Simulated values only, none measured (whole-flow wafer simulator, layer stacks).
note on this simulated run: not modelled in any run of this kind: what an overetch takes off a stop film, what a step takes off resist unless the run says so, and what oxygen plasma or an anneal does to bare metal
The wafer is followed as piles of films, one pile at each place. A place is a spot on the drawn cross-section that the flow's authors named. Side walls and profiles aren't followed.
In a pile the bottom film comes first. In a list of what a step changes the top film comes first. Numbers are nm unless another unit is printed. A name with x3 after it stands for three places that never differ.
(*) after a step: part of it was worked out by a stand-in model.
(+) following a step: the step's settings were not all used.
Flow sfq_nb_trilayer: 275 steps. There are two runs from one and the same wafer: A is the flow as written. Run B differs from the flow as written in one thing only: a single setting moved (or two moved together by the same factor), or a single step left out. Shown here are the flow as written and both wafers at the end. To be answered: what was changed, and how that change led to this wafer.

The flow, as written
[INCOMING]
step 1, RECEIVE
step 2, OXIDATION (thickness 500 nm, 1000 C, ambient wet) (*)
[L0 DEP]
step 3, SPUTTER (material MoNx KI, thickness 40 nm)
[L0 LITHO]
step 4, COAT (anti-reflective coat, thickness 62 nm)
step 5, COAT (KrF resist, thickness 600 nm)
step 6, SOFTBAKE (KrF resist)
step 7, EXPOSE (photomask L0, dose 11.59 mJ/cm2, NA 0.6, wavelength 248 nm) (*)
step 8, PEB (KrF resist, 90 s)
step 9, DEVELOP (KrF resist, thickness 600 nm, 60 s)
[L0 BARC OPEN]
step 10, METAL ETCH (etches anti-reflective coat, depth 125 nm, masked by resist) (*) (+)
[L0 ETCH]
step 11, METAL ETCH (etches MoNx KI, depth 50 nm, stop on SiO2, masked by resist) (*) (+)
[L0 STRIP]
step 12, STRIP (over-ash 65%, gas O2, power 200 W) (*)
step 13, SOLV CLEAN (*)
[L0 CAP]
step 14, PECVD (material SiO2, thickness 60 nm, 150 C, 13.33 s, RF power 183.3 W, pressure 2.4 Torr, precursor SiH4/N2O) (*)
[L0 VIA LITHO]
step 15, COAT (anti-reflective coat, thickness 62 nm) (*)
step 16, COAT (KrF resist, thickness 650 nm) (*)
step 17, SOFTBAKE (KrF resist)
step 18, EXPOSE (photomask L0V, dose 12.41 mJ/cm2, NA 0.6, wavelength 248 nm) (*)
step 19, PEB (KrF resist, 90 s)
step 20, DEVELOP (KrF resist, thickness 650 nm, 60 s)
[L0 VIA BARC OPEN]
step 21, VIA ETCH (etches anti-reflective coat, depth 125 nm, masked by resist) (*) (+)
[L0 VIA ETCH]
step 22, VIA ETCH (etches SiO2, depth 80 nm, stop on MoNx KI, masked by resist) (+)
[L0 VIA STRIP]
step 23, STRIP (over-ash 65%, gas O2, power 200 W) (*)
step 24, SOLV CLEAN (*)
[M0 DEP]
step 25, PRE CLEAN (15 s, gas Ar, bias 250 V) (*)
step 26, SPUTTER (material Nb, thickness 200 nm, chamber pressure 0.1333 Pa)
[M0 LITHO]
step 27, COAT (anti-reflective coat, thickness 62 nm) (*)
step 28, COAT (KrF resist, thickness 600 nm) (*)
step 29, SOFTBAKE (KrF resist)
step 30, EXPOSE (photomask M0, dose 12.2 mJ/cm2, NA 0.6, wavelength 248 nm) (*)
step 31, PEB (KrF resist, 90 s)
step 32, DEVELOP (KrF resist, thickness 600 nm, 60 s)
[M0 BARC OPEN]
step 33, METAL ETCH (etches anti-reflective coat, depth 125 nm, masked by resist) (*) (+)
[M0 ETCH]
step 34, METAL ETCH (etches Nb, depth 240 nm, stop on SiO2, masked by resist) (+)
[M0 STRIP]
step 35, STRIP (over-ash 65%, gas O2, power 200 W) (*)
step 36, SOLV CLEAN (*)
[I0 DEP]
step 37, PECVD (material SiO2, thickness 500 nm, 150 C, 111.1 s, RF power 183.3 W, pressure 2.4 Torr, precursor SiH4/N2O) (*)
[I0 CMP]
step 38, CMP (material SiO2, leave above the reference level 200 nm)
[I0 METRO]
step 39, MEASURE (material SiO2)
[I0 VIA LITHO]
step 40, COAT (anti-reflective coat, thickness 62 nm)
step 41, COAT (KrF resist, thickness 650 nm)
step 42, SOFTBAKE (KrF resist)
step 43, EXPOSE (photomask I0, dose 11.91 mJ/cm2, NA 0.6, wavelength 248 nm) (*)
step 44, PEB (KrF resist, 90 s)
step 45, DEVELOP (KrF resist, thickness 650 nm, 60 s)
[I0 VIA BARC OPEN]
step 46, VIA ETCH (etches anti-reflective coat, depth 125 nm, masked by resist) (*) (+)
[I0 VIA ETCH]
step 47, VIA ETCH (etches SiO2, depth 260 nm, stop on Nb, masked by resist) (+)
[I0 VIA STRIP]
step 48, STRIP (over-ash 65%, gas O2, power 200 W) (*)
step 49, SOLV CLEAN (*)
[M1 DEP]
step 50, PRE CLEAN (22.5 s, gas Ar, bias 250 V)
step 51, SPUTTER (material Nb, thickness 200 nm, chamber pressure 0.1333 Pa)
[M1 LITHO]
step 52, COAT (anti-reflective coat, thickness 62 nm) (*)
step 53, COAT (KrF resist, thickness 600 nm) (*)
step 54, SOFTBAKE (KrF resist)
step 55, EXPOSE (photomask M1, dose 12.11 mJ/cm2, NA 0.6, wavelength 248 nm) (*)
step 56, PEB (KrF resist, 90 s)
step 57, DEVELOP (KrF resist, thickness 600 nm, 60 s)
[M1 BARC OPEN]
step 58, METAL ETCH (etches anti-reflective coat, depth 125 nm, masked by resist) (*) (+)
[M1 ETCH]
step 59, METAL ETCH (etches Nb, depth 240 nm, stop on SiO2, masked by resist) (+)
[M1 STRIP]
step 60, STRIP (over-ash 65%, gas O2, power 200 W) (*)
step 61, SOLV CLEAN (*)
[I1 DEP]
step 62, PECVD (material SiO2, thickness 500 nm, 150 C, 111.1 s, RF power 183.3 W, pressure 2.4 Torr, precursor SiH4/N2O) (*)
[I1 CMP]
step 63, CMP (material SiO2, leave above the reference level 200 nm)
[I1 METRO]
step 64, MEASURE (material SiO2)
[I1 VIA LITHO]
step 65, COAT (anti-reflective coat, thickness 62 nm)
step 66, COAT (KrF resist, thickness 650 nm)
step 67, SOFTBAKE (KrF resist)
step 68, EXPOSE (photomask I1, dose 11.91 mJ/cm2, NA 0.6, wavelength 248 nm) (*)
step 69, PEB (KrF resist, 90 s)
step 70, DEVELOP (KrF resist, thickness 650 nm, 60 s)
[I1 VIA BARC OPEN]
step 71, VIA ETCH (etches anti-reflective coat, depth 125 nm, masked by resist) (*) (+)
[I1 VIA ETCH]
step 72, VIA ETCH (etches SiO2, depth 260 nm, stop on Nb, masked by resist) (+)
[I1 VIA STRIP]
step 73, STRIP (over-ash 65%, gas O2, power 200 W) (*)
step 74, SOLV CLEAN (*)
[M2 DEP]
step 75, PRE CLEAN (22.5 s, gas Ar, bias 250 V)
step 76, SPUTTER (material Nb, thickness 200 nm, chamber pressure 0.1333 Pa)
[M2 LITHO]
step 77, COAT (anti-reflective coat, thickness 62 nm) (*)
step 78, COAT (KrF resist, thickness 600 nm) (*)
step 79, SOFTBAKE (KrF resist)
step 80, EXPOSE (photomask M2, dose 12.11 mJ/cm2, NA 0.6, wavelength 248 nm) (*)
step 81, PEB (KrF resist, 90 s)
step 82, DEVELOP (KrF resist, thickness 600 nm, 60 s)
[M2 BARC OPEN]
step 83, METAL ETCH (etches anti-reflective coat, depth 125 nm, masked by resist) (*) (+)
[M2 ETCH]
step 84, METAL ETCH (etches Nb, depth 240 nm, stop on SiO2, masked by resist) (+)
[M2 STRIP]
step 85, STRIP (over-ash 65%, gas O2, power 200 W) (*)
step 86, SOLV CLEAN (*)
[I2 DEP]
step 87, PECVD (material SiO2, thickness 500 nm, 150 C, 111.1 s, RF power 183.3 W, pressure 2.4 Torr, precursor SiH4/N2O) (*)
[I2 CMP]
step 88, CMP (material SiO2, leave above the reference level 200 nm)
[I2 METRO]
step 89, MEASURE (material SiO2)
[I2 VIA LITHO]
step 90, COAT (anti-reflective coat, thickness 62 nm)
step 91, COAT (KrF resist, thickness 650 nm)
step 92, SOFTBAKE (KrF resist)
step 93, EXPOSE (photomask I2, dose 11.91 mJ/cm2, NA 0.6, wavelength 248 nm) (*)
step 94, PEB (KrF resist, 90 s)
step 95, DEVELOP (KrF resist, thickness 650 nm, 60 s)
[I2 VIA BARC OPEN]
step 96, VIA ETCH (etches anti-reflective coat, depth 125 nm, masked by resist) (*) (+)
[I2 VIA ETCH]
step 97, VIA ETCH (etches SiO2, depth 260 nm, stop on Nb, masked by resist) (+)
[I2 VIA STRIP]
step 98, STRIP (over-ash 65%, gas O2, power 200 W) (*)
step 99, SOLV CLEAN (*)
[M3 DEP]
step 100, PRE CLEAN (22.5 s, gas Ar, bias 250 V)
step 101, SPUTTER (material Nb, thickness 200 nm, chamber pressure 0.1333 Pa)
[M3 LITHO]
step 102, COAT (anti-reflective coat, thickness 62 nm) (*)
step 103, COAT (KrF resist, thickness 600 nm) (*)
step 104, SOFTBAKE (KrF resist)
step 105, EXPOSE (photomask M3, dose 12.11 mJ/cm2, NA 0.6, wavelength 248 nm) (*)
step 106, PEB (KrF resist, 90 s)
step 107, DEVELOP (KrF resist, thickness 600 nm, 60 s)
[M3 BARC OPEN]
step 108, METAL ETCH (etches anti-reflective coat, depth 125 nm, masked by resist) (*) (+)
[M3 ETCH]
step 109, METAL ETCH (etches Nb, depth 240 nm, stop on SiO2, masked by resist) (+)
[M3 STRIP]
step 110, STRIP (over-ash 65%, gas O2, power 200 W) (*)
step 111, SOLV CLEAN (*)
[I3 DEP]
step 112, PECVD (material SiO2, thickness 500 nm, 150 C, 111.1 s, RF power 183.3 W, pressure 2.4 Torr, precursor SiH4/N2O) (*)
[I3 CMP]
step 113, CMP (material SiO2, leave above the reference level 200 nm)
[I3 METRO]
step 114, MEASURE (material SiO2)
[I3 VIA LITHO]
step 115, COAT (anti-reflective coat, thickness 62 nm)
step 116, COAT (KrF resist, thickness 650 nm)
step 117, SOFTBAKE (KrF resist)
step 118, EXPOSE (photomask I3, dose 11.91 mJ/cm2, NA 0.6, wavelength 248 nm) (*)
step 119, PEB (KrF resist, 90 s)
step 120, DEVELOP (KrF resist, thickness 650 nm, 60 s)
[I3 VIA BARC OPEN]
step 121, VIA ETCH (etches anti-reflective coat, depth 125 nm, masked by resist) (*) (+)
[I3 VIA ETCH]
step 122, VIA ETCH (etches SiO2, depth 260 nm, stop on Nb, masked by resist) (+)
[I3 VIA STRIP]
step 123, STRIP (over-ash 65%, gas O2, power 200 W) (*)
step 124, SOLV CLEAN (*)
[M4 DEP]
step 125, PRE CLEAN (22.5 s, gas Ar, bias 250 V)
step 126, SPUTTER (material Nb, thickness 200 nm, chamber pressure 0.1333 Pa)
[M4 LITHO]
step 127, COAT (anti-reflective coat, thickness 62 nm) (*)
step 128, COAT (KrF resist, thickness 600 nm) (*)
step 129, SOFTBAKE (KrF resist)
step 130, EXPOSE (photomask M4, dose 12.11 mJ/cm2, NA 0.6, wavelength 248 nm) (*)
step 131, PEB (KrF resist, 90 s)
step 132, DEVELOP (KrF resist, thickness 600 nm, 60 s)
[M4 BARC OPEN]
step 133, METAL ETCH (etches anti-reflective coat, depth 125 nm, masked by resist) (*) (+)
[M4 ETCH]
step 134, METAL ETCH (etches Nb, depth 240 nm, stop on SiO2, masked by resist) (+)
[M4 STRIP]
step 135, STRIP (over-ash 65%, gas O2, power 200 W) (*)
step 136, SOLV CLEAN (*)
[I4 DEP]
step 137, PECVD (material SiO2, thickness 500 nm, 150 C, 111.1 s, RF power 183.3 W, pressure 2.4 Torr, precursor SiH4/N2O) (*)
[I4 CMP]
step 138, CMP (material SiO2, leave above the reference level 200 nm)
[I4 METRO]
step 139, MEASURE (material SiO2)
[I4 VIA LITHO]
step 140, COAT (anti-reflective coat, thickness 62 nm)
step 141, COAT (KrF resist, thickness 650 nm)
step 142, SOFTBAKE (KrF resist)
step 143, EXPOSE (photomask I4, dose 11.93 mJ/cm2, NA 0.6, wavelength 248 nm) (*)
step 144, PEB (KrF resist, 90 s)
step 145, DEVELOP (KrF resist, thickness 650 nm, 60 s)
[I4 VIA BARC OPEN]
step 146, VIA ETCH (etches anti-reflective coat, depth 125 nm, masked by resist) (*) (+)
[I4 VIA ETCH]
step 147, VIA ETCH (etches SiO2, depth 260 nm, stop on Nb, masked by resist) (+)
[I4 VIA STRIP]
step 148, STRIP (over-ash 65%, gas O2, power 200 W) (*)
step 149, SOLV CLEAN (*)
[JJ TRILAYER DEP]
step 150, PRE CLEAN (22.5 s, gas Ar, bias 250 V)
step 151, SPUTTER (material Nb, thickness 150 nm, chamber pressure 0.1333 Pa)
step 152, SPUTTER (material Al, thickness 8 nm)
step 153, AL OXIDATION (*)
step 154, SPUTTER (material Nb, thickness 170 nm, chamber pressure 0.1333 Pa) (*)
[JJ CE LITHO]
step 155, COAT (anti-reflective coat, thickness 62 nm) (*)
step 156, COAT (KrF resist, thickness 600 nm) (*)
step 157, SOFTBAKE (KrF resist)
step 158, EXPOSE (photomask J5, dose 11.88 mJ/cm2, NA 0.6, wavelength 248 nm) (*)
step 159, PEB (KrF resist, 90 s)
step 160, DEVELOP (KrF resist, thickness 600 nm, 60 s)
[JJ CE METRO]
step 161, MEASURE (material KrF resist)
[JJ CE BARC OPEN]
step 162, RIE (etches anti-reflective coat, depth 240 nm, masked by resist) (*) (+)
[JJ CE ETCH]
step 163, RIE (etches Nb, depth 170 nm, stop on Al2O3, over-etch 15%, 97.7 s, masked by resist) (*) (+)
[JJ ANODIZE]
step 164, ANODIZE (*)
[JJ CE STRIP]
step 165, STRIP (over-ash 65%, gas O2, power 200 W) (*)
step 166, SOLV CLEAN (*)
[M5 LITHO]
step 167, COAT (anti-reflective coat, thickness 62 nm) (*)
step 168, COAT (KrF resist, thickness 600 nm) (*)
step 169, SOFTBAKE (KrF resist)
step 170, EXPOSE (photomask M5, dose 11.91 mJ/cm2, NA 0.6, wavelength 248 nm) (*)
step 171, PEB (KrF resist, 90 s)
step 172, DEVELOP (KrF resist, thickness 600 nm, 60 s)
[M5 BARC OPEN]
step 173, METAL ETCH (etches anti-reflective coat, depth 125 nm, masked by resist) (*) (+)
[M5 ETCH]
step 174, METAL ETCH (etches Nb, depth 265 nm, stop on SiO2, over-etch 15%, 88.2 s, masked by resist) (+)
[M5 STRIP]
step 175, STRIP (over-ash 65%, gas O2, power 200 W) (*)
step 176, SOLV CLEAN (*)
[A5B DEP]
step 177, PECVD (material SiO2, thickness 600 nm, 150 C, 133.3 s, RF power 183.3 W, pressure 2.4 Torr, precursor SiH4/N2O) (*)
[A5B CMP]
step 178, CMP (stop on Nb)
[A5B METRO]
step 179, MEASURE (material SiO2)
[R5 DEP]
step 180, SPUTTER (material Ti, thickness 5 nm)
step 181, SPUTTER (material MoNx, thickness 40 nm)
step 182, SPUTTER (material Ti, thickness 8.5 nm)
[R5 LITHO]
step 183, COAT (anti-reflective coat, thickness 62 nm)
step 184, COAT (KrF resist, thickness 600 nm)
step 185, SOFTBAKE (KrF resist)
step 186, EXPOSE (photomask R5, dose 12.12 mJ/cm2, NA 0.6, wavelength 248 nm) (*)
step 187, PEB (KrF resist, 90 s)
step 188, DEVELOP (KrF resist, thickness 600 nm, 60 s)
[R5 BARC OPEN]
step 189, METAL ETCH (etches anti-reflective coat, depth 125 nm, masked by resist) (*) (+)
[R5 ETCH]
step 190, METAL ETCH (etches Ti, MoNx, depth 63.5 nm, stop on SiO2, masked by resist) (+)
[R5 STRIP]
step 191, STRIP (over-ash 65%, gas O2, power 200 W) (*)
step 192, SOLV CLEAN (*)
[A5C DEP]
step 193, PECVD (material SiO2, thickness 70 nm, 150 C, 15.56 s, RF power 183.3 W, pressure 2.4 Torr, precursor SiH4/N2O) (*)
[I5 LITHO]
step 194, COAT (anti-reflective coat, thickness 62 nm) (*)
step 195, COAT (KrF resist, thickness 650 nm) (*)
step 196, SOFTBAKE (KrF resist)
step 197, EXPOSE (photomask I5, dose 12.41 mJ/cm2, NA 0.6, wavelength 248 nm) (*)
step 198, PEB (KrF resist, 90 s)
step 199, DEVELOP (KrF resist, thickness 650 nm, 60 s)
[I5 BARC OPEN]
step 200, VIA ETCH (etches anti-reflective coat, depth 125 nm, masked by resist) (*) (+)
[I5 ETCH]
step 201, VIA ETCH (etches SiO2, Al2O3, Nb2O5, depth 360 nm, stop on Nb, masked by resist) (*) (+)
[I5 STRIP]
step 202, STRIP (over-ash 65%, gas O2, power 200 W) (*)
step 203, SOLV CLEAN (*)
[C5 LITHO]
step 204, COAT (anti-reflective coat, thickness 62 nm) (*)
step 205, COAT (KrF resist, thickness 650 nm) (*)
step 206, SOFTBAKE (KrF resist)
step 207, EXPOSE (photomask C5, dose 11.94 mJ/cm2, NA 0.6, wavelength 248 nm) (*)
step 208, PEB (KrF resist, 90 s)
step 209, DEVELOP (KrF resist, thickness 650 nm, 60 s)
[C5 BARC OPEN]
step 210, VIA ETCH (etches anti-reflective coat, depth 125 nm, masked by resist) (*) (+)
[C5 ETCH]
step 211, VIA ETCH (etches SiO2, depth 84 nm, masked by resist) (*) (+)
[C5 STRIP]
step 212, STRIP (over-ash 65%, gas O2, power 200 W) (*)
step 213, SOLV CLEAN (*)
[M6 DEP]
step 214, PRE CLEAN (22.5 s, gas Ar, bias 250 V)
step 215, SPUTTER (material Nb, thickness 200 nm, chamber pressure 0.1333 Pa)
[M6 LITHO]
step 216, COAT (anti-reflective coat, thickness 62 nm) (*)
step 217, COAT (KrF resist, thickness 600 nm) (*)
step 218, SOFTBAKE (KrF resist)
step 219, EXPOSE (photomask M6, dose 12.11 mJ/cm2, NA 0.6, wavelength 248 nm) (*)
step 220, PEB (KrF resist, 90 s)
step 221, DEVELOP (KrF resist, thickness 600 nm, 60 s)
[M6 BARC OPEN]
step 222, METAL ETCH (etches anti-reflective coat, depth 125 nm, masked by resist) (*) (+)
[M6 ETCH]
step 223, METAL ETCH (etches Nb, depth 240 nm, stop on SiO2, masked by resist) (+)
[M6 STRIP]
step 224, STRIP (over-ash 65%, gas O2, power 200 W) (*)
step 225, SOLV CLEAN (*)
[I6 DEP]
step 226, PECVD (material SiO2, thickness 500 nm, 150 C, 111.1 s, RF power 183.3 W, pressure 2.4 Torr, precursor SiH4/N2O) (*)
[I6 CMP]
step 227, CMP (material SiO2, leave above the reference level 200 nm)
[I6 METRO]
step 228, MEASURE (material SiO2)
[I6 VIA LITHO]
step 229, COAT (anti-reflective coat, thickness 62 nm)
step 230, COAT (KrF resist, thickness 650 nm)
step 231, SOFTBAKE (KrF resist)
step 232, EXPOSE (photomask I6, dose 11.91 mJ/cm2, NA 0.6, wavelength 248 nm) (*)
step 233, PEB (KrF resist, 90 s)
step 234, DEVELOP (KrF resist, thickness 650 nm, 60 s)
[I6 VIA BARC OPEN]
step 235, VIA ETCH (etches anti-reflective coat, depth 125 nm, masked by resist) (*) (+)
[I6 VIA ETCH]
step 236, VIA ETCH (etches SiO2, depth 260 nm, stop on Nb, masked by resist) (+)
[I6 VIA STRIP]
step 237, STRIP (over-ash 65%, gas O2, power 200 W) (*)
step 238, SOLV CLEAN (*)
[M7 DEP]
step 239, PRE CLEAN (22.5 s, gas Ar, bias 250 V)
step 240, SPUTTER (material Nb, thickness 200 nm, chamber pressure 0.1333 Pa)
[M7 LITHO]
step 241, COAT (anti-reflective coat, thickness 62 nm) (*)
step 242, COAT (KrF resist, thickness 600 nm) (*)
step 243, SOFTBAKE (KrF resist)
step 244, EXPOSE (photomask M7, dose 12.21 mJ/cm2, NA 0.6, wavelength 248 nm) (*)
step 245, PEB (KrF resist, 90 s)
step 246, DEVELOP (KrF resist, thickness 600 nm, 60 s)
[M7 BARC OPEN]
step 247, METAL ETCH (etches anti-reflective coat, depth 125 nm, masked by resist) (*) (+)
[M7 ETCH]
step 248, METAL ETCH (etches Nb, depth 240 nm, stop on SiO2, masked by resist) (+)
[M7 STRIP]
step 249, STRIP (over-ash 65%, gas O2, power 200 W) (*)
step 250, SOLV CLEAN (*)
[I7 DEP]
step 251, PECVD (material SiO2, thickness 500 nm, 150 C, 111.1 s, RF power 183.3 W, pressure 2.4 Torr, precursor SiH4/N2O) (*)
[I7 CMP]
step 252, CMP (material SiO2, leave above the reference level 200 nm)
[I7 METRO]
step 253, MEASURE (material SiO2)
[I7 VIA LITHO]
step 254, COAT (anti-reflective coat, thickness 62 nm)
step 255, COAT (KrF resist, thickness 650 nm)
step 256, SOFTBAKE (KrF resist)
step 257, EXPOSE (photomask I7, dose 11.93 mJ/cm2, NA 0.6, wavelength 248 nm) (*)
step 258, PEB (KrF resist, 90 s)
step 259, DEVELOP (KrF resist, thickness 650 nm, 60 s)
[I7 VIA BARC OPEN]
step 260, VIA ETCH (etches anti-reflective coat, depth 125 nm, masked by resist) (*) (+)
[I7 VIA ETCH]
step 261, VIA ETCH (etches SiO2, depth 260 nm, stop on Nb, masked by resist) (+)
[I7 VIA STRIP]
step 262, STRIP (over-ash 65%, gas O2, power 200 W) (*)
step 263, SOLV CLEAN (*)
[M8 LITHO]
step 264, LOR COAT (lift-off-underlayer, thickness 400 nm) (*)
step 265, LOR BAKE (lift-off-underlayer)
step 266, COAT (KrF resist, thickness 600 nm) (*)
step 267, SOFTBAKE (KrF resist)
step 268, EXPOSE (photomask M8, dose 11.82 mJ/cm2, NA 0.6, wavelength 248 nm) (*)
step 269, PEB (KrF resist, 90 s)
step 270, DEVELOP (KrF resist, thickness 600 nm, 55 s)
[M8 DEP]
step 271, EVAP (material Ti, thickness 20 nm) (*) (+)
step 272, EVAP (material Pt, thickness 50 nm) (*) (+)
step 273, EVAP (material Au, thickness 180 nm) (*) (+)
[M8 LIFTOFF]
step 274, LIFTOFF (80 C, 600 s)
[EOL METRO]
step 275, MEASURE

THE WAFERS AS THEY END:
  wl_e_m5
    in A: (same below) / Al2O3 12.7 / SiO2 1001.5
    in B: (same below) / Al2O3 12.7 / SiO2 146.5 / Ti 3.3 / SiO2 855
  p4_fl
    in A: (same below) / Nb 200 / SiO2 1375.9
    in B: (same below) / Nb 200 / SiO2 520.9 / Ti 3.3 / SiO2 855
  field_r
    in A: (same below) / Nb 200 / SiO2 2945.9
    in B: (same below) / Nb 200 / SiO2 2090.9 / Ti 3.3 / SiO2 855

The reason: step 190, METAL ETCH: depth 50.2 nm was run, though the flow has depth 63.5 nm.

Step by step, how the change led to this:
  step 190, METAL ETCH (etches Ti, MoNx, depth 63.5 nm, stop on SiO2, masked by resist) (+)
      field_l, v_sur, via_wl and 92 more: A -8.5 Ti (all of it), -40 MoNx (all of it), -5 Ti (all of it) | B -8.5 Ti (all of it), -40 MoNx (all of it), -1.7 Ti
      ce_l, c5j, ce_r, wl_jj: A -8.5 Ti (all of it), -40 MoNx (all of it), -5 Ti (all of it), -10 Nb | B -8.5 Ti (all of it), -40 MoNx (all of it), -1.7 Ti
      (as well as at 7 more places)
  step 193, PECVD (material SiO2, thickness 70 nm, 150 C, 15.56 s, RF power 183.3 W, pressure 2.4 Torr, precursor SiH4/N2O) (*)
      field_l, v_sur, via_wl and 92 more: A +70 SiO2 | B +70 SiO2 (new film)
  step 194, COAT (anti-reflective coat, thickness 62 nm) (*)
      wl_j_sl, wl_j_sr: A +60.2 anti-reflective coat (new film) | B +62 anti-reflective coat (new film)
      jj_sur: A +60.8 anti-reflective coat (new film) | B +62.7 anti-reflective coat (new film)
      (as well as at 5 more places)
  step 201, VIA ETCH (etches SiO2, Al2O3, Nb2O5, depth 360 nm, stop on Nb, masked by resist) (*) (+)
      be: A -216.4 SiO2 (all of it), -12.7 Al2O3 (all of it), -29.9 Nb2O5 (all of it) | B -69.8 SiO2 (all of it), -3.3 Ti (all of it), -146.5 SiO2 (all of it), -12.7 Al2O3 (all of it), -29.9 Nb2O5 (all of it)
  step 202, STRIP (over-ash 65%, gas O2, power 200 W) (*)
      wl_j_sl, wl_j_sr: A -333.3 KrF resist (all of it), -60.2 anti-reflective coat (all of it) | B -333.1 KrF resist (all of it), -62 anti-reflective coat (all of it)
      jj_sur: A -337.2 KrF resist (all of it), -60.8 anti-reflective coat (all of it) | B -336.7 KrF resist (all of it), -62.7 anti-reflective coat (all of it)
      (as well as at 5 more places)
  step 204, COAT (anti-reflective coat, thickness 62 nm) (*)
      wl_j_sl, wl_j_sr: A +60.2 anti-reflective coat (new film) | B +62 anti-reflective coat (new film)
      jj_sur: A +59.5 anti-reflective coat (new film) | B +61.3 anti-reflective coat (new film)
      (as well as at 5 more places)
  step 210, VIA ETCH (etches anti-reflective coat, depth 125 nm, masked by resist) (*) (+)
      c5j: A -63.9 anti-reflective coat (all of it), -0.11 SiO2 | B -61.3 anti-reflective coat (all of it), -0.12 SiO2
  step 211, VIA ETCH (etches SiO2, depth 84 nm, masked by resist) (*) (+)
      c5j: A -69.9 SiO2 (all of it), -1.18 Nb | B -69.9 SiO2 (all of it)
  step 212, STRIP (over-ash 65%, gas O2, power 200 W) (*)
      wl_j_sl, wl_j_sr: A -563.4 KrF resist (all of it), -60.2 anti-reflective coat (all of it) | B -563 KrF resist (all of it), -62 anti-reflective coat (all of it)
      jj_sur: A -562 KrF resist (all of it), -59.5 anti-reflective coat (all of it) | B -561.2 KrF resist (all of it), -61.3 anti-reflective coat (all of it)
      (as well as at 4 more places)
  step 214, PRE CLEAN (22.5 s, gas Ar, bias 250 V)
      c5j: A -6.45 Nb | B -3.3 Ti (all of it), -1.46 Nb
  step 216, COAT (anti-reflective coat, thickness 62 nm) (*)
      wl_j_sl, wl_j_sr: A +60.2 anti-reflective coat (new film) | B +62 anti-reflective coat (new film)
      jj_sur: A +56.1 anti-reflective coat (new film) | B +58.5 anti-reflective coat (new film)
      (as well as at 5 more places)
  step 224, STRIP (over-ash 65%, gas O2, power 200 W) (*)
      wl_j_sl, wl_j_sr: A -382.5 KrF resist (all of it), -60.2 anti-reflective coat (all of it) | B -382.4 KrF resist (all of it), -62 anti-reflective coat (all of it)
      jj_sur: A -378.5 KrF resist (all of it), -56.1 anti-reflective coat (all of it) | B -377.8 KrF resist (all of it), -58.5 anti-reflective coat (all of it)
      (as well as at 5 more places)
  step 227, CMP (material SiO2, leave above the reference level 200 nm)
      r5r_line_l, r5r_spacepad_l, r5r_spacepad_r, r5r_line_c, r5r_line_r: A -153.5 SiO2 | B -150.2 SiO2
      ce_l, ce_r, wl_jj: A -290 SiO2 | B -300 SiO2
      (as well as at 1 more place)
With metal films that touch counted as one body, wl_e_m5 has 7 bodies (between them, from the top down: SiO2 146.5 / Al2O3 12.7 / Nb2O5 29.9; SiO2 192.5; SiO2 192.5; SiO2 192.5; SiO2 192.5; SiO2 192.5); the flow as written gives 6 bodies (between them, from the top down: SiO2 192.5; SiO2 192.5; SiO2 192.5; SiO2 192.5; SiO2 192.5).
With metal films that touch counted as one body, p4_fl has 3 bodies (between them, from the top down: SiO2 520.9; SiO2 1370); the flow as written gives 2 bodies (between them, from the top down: SiO2 1370).
With metal films that touch counted as one body, field_r has 2 bodies (between them, from the top down: SiO2 2090.9); the flow as written gives 1 body.
